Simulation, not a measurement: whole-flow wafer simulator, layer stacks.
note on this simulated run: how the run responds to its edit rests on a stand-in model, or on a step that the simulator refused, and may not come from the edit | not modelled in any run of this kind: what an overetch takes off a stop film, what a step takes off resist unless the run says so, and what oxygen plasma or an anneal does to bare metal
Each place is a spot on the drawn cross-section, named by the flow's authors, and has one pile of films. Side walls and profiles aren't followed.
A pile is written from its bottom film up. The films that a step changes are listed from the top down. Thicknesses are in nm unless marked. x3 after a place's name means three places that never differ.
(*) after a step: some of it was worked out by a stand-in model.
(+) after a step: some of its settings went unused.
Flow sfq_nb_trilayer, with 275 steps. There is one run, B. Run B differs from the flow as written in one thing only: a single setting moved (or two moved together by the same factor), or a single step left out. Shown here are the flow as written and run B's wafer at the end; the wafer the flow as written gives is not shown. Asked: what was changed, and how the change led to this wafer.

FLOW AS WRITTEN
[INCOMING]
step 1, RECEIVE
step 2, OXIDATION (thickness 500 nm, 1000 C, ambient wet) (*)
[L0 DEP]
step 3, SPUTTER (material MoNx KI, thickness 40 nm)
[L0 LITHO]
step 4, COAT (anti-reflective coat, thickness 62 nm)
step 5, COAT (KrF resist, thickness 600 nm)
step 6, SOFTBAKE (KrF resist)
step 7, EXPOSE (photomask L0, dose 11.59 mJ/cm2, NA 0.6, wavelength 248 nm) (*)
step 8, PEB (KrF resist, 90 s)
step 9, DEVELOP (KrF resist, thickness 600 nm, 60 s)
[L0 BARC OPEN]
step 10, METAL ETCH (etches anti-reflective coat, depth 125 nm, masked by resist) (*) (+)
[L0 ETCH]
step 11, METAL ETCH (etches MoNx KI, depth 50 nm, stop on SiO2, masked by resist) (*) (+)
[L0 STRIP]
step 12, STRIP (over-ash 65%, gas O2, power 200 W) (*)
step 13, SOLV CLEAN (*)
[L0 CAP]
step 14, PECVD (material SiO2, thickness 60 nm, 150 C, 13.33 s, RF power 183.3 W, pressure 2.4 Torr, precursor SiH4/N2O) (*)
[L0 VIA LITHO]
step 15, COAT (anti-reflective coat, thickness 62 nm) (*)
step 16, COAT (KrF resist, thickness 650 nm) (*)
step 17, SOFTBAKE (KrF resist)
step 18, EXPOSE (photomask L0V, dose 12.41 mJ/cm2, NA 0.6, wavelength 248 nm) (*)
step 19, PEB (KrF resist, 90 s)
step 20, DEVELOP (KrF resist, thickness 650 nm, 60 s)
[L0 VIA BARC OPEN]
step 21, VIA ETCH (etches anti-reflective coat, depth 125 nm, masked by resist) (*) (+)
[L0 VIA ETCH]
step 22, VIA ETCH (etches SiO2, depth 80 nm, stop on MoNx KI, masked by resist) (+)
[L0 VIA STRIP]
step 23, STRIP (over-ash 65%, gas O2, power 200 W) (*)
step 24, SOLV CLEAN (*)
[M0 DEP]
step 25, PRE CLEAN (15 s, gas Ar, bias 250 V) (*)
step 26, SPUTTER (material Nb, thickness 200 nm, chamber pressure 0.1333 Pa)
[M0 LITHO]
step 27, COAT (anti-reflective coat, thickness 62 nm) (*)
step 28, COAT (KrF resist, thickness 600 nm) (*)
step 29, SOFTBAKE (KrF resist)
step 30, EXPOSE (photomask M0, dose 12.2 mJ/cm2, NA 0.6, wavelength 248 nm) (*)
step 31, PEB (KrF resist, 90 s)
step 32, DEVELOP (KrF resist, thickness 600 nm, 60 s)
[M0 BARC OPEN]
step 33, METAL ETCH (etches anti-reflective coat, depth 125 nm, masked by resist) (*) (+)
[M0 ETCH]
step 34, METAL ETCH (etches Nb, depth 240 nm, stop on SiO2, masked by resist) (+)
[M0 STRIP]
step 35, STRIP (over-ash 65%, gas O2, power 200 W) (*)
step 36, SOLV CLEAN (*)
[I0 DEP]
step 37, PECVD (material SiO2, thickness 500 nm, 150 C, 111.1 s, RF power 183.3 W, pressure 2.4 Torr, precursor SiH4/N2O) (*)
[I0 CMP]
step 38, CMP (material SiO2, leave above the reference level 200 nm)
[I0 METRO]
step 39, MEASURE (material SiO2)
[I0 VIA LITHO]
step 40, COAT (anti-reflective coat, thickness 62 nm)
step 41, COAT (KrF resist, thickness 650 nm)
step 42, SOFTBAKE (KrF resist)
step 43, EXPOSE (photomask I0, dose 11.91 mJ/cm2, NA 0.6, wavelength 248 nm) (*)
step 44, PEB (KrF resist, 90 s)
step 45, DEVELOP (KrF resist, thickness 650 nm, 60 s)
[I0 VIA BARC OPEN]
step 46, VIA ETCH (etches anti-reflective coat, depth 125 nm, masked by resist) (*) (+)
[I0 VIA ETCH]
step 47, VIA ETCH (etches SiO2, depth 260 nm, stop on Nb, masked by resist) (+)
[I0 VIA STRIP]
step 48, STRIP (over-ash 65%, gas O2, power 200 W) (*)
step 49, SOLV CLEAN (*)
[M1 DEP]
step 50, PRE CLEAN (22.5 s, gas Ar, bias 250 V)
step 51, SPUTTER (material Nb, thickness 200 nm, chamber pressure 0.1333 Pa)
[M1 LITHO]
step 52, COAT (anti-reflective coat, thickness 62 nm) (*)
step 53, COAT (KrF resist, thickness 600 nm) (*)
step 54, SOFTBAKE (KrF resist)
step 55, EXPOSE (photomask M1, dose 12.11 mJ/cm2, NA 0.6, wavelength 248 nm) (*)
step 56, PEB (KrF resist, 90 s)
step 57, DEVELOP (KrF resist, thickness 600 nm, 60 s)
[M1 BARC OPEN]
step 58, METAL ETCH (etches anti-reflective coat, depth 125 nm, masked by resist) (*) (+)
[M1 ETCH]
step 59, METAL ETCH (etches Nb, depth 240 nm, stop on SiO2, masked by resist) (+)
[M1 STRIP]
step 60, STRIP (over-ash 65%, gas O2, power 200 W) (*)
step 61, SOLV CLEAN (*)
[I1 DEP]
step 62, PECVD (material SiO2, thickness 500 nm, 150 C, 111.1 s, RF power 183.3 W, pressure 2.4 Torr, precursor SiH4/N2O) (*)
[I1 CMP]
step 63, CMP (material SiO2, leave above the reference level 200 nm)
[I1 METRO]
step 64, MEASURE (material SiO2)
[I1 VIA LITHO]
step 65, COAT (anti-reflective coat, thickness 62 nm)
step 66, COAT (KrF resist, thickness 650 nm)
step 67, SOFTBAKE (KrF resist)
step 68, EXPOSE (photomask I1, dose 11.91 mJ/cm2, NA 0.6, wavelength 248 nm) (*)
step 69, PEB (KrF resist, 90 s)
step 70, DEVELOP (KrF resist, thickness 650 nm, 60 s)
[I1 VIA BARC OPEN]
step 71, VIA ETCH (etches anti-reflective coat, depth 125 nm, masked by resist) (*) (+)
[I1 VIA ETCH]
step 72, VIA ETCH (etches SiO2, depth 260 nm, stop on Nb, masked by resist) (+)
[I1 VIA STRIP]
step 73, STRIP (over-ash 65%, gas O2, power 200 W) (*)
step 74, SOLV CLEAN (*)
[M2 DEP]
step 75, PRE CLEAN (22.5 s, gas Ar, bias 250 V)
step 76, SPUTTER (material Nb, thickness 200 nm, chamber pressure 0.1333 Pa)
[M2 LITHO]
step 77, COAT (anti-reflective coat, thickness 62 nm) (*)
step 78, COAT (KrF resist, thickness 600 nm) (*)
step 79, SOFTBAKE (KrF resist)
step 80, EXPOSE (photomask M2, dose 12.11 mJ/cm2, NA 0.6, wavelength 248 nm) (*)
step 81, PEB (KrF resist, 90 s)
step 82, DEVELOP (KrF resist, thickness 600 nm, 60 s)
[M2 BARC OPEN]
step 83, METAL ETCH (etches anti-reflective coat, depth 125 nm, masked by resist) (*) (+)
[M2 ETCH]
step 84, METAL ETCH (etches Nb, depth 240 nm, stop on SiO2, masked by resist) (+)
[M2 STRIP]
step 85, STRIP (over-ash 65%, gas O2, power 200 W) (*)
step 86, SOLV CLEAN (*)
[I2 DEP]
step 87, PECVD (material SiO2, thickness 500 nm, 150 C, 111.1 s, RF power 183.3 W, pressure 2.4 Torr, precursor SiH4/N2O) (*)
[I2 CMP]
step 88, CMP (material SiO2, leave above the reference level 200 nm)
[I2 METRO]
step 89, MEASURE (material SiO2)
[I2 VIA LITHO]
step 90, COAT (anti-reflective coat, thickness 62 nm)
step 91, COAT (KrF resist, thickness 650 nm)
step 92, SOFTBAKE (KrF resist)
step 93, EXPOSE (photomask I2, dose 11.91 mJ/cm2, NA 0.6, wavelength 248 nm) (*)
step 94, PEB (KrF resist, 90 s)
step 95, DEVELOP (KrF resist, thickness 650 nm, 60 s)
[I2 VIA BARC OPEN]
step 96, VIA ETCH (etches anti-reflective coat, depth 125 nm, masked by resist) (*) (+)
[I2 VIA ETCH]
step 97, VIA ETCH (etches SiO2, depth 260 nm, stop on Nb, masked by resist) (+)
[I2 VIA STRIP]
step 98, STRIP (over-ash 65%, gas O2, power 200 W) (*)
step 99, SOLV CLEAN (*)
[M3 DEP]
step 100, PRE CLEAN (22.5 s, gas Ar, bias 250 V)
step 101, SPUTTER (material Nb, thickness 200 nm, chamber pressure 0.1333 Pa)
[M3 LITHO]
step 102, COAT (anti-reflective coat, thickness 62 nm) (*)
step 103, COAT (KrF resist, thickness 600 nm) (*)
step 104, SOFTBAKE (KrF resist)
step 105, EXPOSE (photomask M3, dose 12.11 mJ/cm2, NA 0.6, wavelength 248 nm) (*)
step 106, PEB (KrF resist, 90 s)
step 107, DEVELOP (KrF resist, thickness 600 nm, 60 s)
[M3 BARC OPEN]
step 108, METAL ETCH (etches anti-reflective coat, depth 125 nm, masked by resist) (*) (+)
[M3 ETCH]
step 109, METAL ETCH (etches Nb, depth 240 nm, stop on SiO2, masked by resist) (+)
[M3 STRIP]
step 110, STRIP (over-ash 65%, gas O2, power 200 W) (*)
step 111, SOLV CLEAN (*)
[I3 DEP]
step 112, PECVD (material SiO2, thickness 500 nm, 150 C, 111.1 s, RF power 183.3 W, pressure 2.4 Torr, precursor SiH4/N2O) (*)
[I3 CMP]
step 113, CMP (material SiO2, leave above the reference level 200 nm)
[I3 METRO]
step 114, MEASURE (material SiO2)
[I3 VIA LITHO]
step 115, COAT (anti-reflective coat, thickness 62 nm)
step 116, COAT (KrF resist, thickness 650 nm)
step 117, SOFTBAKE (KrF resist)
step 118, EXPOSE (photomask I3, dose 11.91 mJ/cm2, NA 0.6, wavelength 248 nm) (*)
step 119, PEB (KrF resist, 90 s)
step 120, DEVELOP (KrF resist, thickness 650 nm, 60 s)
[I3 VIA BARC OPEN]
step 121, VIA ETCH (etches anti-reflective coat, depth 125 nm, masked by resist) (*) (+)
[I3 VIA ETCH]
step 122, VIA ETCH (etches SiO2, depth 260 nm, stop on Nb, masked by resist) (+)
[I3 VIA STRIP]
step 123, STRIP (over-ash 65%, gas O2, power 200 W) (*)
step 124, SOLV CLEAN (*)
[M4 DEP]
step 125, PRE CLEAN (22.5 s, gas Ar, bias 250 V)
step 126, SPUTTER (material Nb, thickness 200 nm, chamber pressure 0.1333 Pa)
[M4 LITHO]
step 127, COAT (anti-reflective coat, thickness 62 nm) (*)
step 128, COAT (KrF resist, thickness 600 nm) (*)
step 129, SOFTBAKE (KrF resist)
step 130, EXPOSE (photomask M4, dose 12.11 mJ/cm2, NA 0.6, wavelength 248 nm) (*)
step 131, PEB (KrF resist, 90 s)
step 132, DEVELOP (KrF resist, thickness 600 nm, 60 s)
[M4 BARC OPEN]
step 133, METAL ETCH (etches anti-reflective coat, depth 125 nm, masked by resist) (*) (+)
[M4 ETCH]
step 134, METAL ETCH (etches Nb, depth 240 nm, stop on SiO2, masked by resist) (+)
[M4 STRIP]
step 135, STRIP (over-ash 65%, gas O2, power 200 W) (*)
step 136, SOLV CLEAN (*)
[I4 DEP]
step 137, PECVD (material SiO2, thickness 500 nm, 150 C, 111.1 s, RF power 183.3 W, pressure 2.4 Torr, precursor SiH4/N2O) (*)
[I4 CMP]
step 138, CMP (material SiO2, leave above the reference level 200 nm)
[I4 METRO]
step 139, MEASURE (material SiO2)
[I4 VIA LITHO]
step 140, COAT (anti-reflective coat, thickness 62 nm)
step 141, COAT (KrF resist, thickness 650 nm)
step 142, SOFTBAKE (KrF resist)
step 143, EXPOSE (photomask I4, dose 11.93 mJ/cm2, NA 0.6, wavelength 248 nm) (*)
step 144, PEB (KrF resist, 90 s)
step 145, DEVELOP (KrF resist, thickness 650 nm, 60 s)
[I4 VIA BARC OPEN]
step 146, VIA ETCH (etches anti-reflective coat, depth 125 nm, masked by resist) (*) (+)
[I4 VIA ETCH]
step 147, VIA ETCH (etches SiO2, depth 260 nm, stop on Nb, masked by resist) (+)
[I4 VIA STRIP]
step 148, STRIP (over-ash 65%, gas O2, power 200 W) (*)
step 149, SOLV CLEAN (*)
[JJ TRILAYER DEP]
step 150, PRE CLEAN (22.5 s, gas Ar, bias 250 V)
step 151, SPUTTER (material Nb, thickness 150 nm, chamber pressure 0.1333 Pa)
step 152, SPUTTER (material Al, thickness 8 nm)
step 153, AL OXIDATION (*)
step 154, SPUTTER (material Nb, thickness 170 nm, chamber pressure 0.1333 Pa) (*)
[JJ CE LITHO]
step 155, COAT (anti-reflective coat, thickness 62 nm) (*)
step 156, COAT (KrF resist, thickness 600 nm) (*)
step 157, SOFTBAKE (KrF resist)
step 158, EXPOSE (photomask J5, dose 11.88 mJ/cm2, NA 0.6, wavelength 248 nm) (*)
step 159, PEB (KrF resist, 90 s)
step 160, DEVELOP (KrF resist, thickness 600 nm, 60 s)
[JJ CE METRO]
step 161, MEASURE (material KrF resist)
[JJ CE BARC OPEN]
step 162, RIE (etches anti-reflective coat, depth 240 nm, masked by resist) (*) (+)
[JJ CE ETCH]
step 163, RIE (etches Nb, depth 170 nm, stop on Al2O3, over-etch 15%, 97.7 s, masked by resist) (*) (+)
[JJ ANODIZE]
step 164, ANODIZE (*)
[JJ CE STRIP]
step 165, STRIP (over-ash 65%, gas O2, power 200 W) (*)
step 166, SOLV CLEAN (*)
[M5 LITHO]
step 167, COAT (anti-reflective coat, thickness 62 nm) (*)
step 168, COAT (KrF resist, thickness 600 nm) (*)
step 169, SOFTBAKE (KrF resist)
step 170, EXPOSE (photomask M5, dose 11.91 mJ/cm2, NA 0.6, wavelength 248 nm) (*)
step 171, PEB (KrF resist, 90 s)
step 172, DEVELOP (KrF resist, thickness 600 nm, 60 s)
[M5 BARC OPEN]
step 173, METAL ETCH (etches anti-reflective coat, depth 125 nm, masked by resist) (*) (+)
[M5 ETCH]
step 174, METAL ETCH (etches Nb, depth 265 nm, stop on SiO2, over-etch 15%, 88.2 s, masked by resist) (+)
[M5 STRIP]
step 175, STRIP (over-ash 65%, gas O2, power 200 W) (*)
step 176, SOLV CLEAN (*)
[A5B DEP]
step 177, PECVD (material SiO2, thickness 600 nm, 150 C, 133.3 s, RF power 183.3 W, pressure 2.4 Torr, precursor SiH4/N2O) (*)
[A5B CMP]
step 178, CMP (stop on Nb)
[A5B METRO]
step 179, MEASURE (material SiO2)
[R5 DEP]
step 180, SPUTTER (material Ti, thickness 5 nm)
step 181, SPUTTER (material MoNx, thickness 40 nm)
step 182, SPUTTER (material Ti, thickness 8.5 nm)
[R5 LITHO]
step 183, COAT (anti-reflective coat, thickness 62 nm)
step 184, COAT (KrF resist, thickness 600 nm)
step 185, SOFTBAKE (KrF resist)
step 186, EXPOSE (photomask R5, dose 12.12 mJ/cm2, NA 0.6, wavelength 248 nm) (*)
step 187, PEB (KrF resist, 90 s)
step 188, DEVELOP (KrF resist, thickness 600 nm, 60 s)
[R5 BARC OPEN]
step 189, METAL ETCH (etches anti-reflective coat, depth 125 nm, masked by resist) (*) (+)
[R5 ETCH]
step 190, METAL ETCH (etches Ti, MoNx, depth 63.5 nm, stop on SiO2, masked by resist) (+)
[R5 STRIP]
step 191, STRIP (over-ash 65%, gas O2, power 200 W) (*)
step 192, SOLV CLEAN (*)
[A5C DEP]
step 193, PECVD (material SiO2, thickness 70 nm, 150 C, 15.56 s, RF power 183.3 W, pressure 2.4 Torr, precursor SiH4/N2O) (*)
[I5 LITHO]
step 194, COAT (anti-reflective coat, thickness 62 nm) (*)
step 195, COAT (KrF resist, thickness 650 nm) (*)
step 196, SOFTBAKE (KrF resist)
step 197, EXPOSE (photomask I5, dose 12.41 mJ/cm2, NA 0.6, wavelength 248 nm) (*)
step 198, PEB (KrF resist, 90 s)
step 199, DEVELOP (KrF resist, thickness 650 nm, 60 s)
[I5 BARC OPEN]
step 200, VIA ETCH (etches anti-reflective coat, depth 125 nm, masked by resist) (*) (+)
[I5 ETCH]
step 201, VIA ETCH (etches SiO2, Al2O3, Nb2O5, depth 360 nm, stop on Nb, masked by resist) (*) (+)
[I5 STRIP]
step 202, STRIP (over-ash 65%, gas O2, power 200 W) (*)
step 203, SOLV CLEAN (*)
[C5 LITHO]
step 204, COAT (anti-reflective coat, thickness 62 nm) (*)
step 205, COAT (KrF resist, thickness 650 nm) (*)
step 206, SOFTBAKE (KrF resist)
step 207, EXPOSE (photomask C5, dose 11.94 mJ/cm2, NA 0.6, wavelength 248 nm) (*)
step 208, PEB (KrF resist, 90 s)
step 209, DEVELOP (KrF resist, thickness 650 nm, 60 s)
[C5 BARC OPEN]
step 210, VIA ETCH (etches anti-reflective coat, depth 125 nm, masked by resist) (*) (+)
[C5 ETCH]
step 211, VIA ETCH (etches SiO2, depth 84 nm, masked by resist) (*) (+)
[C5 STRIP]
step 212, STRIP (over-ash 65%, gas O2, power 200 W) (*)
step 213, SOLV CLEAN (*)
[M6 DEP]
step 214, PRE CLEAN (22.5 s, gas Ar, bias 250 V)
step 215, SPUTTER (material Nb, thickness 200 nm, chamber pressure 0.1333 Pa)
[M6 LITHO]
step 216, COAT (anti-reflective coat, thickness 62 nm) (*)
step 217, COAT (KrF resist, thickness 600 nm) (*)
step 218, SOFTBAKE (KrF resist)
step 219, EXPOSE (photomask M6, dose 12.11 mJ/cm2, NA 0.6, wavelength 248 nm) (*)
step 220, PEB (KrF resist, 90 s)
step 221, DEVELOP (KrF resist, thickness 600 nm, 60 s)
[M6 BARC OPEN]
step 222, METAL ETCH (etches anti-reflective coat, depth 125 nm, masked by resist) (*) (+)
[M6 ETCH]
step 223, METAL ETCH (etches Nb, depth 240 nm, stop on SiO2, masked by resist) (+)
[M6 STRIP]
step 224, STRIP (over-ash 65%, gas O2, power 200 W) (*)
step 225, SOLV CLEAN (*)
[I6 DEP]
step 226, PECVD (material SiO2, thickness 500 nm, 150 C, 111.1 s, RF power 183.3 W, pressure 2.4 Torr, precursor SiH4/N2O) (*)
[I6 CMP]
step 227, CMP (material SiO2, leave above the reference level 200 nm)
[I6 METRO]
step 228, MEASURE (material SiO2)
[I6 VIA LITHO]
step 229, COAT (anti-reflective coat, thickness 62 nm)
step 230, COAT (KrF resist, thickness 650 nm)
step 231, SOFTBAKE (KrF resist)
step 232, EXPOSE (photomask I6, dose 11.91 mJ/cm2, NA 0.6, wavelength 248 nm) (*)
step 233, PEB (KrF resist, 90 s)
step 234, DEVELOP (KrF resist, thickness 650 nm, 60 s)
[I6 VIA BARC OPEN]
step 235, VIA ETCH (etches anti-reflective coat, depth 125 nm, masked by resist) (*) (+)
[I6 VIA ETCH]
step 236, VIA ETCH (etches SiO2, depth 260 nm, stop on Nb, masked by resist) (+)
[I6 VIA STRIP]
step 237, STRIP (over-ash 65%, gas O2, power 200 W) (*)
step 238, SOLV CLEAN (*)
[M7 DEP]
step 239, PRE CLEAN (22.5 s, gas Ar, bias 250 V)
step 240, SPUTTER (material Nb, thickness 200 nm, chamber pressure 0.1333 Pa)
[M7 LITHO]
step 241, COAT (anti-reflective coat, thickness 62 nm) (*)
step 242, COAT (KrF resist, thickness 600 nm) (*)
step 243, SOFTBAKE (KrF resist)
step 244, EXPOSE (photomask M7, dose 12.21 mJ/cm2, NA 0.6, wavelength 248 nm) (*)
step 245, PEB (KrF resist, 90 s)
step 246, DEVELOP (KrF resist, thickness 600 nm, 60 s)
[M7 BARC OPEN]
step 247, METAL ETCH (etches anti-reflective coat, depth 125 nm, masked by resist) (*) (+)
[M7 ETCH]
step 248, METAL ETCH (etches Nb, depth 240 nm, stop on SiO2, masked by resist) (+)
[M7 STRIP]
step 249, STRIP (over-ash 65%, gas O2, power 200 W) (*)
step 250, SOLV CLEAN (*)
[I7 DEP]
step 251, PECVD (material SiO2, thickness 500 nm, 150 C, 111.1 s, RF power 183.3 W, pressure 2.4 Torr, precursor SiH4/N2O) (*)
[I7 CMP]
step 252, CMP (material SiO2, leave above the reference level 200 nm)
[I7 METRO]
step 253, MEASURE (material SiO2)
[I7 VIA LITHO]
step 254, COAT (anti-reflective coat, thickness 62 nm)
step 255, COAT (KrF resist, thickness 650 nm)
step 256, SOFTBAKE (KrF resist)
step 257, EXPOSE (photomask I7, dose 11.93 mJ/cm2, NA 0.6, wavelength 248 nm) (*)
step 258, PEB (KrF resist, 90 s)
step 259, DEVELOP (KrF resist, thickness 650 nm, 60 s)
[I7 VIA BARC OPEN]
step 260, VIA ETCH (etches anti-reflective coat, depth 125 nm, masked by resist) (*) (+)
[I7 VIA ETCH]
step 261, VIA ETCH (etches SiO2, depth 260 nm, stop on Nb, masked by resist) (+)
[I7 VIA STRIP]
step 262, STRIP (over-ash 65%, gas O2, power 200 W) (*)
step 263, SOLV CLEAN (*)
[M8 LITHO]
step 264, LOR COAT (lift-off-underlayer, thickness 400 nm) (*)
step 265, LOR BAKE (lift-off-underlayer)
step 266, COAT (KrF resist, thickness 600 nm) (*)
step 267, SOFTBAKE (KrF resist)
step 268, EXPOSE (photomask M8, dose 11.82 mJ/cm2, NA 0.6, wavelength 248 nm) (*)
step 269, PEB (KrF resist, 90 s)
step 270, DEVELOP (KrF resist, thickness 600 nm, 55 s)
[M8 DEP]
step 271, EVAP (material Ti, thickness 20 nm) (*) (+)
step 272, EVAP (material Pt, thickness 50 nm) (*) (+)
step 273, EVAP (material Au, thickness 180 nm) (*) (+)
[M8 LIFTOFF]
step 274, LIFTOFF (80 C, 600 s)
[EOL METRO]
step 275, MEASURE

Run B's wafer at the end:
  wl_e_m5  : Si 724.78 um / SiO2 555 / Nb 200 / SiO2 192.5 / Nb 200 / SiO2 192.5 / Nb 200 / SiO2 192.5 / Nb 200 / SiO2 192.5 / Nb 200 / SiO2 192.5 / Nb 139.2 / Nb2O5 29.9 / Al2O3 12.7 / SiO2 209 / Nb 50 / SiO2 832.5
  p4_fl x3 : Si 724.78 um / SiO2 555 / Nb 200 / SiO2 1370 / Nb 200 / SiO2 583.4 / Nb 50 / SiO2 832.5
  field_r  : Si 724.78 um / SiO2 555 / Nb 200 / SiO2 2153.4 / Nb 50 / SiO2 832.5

What caused this: step 215, SPUTTER: thickness 290 nm was run, whereas the flow has thickness 200 nm.

How this came from the change, step by step:
  step 215, SPUTTER (material Nb, thickness 200 nm, chamber pressure 0.1333 Pa)
      field_l, v_sur, via_wl and 100 more: +290 Nb (new film) (as written it would have been: +200 Nb (new film))
      be: +212.3 Nb (as written it would have been: +147.3 Nb)
      (also at 2 further places)
  step 216, COAT (anti-reflective coat, thickness 62 nm) (*)
      be: +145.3 anti-reflective coat (new film) (as written it would have been: +136.7 anti-reflective coat (new film))
      c5j: +113.7 anti-reflective coat (new film) (as written it would have been: +110.7 anti-reflective coat (new film))
  step 223, METAL ETCH (etches Nb, depth 240 nm, stop on SiO2, masked by resist) (+)
      field_l, gap, moat and 76 more: -240 Nb (as written it would have been: -200 Nb (all of it))
  step 224, STRIP (over-ash 65%, gas O2, power 200 W) (*)
      be: -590 KrF resist (all of it), -145.3 anti-reflective coat (all of it) (as written it would have been: -575.8 KrF resist (all of it), -136.7 anti-reflective coat (all of it))
      c5j: -416.8 KrF resist (all of it), -113.7 anti-reflective coat (all of it) (as written it would have been: -418.3 KrF resist (all of it), -110.7 anti-reflective coat (all of it))
  step 226, PECVD (material SiO2, thickness 500 nm, 150 C, 111.1 s, RF power 183.3 W, pressure 2.4 Torr, precursor SiH4/N2O) (*)
      field_l, p4_fl x3, p4_w1 x9 and 52 more: +500 SiO2 (new film) (as written it would have been: +500 SiO2)
      moat, field_r, lsp_l, ln_m5, lsp_m: +492.3 SiO2 (new film) (as written it would have been: +493.6 SiO2)
      (also at 10 further places)
  step 227, CMP (material SiO2, leave above the reference level 200 nm)
      field_l, p4_fl x3, p4_w1 x9 and 49 more: -60 SiO2 (as written it would have been: -100 SiO2)
      moat, field_r, lsp_l, ln_m5, lsp_m: -52.3 SiO2 (as written it would have been: -93.6 SiO2)
      (also at 9 further places)
With metal films that touch counted as one body, wl_e_m5 has 7 bodies (between them, from the top down: SiO2 209 / Al2O3 12.7 / Nb2O5 29.9; SiO2 192.5; SiO2 192.5; SiO2 192.5; SiO2 192.5; SiO2 192.5); the flow as written gives 6 bodies (between them, from the top down: SiO2 192.5; SiO2 192.5; SiO2 192.5; SiO2 192.5; SiO2 192.5).
With metal films that touch counted as one body, p4_fl x3 has 3 bodies (between them, from the top down: SiO2 583.4; SiO2 1370); the flow as written gives 2 bodies (between them, from the top down: SiO2 1370).
With metal films that touch counted as one body, field_r has 2 bodies (between them, from the top down: SiO2 2153.4); the flow as written gives 1 body.
